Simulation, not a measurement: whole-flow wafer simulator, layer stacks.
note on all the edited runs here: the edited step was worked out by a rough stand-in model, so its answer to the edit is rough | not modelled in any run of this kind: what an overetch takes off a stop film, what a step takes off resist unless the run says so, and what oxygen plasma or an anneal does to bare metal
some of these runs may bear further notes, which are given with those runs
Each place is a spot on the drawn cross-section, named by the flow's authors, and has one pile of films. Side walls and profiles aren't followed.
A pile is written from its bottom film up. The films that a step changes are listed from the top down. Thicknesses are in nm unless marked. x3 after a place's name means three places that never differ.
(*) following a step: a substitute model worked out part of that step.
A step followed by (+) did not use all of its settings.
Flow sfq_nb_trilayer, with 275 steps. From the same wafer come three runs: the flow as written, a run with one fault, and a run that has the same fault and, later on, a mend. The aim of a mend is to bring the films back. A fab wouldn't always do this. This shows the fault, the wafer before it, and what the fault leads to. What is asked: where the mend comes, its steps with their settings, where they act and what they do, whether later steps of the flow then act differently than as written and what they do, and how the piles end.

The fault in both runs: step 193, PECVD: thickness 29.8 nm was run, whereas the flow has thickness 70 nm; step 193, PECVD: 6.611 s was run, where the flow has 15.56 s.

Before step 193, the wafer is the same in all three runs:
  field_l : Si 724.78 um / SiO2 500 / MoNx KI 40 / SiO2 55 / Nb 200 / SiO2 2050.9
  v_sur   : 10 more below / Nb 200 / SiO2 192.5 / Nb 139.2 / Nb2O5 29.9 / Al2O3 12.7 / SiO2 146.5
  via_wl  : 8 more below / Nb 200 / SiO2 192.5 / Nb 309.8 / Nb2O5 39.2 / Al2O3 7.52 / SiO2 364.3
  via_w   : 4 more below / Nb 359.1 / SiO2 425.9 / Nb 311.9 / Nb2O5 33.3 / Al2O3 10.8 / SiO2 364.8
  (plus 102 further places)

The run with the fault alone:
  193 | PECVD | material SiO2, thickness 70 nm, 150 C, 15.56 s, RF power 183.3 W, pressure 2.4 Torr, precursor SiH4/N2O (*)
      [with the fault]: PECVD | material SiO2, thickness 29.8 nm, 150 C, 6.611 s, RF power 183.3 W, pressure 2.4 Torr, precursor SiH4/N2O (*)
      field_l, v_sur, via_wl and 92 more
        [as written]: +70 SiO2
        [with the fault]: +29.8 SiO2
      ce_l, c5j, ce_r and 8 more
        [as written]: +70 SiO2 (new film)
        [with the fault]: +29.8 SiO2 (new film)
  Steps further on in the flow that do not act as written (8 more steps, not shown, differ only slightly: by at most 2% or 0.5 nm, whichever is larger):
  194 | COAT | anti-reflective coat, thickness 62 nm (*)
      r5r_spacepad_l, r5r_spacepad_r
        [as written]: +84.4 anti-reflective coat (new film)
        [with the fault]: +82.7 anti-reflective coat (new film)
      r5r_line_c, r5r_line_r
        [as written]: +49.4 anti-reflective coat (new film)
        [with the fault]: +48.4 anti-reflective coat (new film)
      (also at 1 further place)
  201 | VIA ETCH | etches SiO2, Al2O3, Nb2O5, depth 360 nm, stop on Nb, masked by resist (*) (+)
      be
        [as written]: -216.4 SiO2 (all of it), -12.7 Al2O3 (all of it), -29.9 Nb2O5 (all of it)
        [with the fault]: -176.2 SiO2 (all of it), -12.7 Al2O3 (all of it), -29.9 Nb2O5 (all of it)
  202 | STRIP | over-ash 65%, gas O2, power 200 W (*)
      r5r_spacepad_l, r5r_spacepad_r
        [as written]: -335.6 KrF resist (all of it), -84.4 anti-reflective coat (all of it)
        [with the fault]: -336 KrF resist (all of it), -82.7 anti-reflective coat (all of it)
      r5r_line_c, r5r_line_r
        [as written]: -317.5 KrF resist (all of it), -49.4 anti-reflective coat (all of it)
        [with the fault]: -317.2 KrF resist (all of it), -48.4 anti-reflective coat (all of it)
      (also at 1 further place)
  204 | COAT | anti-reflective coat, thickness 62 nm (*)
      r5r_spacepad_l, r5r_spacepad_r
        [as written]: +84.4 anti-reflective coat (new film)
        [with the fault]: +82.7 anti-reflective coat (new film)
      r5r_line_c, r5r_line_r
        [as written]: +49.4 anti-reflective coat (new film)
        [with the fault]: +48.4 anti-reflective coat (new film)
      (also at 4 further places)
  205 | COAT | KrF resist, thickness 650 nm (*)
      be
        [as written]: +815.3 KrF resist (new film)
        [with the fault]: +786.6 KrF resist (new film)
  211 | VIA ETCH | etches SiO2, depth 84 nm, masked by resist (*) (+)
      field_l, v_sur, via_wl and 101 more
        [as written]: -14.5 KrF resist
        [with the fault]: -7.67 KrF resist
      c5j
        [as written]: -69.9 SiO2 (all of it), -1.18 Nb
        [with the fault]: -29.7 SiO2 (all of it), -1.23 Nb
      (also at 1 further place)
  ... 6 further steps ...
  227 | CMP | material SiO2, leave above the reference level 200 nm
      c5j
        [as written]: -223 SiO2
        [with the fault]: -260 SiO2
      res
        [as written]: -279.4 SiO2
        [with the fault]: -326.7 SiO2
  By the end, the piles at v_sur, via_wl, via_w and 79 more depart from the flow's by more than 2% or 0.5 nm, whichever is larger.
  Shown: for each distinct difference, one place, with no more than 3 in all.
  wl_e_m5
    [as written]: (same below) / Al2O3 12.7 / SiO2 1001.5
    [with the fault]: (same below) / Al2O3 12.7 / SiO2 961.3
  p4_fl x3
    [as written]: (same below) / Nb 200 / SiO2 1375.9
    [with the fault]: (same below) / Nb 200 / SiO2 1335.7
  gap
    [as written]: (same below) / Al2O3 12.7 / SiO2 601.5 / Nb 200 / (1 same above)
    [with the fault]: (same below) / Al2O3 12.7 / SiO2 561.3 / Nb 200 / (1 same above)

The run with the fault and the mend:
  The mend stands after step 193.
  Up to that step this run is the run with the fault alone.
  193a | PECVD | material SiO2, thickness 40.2 nm, 150 C, 8.933 s, RF power 183.3 W, pressure 2.4 Torr, precursor SiH4/N2O (*) (the flow's step 193, run once more with other settings)
      field_l, v_sur, via_wl and 103 more
        +40.2 SiO2
  Every later step of the flow that is run acts as written, at every place that is followed, to within 2% or 0.5 nm, whichever is larger.
  By the end, the piles equal the flow's at every place that both follow.
